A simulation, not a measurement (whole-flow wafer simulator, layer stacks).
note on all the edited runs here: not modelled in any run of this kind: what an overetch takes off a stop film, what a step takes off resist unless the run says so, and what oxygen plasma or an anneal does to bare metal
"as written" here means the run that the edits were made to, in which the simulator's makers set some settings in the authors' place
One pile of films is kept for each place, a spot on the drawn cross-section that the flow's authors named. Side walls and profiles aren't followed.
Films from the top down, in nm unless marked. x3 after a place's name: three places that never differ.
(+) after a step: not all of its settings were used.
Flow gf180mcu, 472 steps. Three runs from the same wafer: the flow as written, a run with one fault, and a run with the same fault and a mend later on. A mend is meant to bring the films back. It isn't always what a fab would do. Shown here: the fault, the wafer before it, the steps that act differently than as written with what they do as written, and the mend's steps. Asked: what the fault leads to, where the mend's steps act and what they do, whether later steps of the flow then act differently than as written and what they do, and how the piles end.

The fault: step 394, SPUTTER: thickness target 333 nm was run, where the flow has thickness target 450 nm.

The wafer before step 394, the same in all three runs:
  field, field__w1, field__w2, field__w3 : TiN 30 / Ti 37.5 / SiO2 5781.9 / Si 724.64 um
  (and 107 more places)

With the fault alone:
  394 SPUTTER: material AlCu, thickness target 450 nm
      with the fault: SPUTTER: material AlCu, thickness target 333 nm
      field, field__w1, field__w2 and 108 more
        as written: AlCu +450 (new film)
        with the fault: AlCu +333 (new film)
  Later steps of the flow that act differently than as written (1 more step differs only slightly, by at most 2% or 0.5 nm, whichever is larger, and isn't shown):
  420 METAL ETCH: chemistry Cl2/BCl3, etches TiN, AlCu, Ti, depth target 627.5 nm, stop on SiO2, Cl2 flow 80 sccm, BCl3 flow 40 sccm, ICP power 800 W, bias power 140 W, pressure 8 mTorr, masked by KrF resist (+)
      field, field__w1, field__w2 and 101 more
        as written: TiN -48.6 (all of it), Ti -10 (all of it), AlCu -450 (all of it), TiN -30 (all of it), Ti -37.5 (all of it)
        with the fault: TiN -48.6 (all of it), Ti -10 (all of it), AlCu -333 (all of it), TiN -30 (all of it), Ti -37.5 (all of it)
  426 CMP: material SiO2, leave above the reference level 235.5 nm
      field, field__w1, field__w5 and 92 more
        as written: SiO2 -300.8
        with the fault: SiO2 -417.8
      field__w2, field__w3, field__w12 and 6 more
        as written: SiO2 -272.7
        with the fault: SiO2 -395
  At the end the piles differ from the flow's by more than 2% or 0.5 nm, whichever is larger, at field__w4, field__w8, contact, m1, m1__w1, mim, mim_1p0, m1_nw.
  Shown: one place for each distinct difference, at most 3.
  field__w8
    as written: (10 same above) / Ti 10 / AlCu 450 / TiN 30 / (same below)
    with the fault: (10 same above) / Ti 10 / AlCu 333 / TiN 30 / (same below)
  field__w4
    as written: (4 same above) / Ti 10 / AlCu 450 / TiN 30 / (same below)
    with the fault: (4 same above) / Ti 10 / AlCu 333 / TiN 30 / (same below)
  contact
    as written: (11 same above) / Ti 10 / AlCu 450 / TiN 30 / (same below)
    with the fault: (11 same above) / Ti 10 / AlCu 333 / TiN 30 / (same below)

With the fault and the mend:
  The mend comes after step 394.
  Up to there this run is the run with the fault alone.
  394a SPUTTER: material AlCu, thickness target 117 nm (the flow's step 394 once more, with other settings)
      field, field__w1, field__w2 and 108 more
        AlCu +117
  No later step of the flow acts differently than as written at any place that is followed.
  At the end the piles are the same as the flow's at every place that both follow.
